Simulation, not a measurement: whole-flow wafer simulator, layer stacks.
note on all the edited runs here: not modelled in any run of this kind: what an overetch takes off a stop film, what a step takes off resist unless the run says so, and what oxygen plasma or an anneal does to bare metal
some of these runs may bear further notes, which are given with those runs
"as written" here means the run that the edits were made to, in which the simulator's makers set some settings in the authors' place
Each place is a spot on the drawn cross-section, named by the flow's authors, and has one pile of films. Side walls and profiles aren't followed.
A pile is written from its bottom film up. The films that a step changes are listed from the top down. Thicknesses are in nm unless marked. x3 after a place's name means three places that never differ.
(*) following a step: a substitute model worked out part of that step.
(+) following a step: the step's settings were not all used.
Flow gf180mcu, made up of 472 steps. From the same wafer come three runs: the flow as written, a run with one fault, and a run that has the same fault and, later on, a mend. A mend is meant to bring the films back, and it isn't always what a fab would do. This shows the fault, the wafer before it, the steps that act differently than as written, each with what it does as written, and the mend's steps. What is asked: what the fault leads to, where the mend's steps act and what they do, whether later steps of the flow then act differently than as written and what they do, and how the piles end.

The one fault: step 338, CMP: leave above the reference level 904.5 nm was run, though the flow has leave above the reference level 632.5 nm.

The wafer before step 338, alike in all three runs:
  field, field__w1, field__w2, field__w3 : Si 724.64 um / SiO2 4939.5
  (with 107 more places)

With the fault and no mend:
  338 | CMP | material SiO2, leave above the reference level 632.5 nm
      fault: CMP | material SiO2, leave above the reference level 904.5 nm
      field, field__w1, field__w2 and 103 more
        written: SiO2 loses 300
        fault: SiO2 loses 28
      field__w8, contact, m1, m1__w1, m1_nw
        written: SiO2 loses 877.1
        fault: SiO2 loses 605.1
  Steps further on in the flow that do not act as written:
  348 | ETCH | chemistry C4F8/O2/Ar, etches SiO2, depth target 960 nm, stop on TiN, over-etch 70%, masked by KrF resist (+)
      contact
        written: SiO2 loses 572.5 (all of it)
        fault: SiO2 loses 844.5 (all of it)
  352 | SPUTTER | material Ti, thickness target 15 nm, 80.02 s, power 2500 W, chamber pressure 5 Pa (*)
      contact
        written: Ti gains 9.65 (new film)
        fault: Ti gains 8.25 (new film)
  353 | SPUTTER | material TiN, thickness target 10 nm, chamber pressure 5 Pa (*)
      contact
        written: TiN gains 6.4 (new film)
        fault: TiN gains 5.46 (new film)
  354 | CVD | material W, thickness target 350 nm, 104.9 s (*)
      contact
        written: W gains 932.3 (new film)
        fault: W gains 1206.6 (new film)
  By the end, the piles at field, field__w1, field__w2 and 109 more depart from the flow's by more than 2% or 0.5 nm, whichever is larger.
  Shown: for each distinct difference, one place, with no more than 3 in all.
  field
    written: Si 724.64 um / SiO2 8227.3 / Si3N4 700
    fault: Si 724.64 um / SiO2 8499.3 / Si3N4 700
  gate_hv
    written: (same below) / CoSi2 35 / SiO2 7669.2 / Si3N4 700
    fault: (same below) / CoSi2 35 / SiO2 7941.2 / Si3N4 700
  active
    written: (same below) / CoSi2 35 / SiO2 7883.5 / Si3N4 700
    fault: (same below) / CoSi2 35 / SiO2 8155.5 / Si3N4 700

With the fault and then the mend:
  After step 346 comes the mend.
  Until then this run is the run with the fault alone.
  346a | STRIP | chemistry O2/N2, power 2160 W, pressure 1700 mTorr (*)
      field, field__w1, field__w2 and 107 more
        KrF resist loses 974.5 (all of it), anti-reflective coat loses 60 (all of it)
      contact
        anti-reflective coat loses 60 (all of it)
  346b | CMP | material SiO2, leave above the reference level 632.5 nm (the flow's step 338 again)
      field, field__w1, field__w2 and 108 more
        SiO2 loses 272
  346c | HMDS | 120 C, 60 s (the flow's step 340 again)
      does not change any film at any place that is followed
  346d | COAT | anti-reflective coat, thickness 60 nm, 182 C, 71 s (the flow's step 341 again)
      field, field__w1, field__w2 and 108 more
        anti-reflective coat gains 60 (new film)
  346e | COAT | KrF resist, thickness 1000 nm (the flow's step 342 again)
      field, field__w1, field__w2 and 108 more
        KrF resist gains 1000 (new film)
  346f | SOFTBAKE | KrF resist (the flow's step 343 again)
      does not change any film at any place that is followed
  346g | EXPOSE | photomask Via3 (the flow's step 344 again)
      does not change any film at any place that is followed
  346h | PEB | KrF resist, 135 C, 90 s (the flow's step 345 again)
      field, field__w1, field__w2 and 108 more
        KrF resist loses 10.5
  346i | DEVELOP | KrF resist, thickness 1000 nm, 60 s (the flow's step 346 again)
      field, field__w1, field__w2 and 107 more
        KrF resist loses 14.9
      contact
        KrF resist loses 989.5 (all of it)
  Later steps of the flow that are run all act as written at every place that is followed.
  By the end, the piles equal the flow's at every place that both follow.
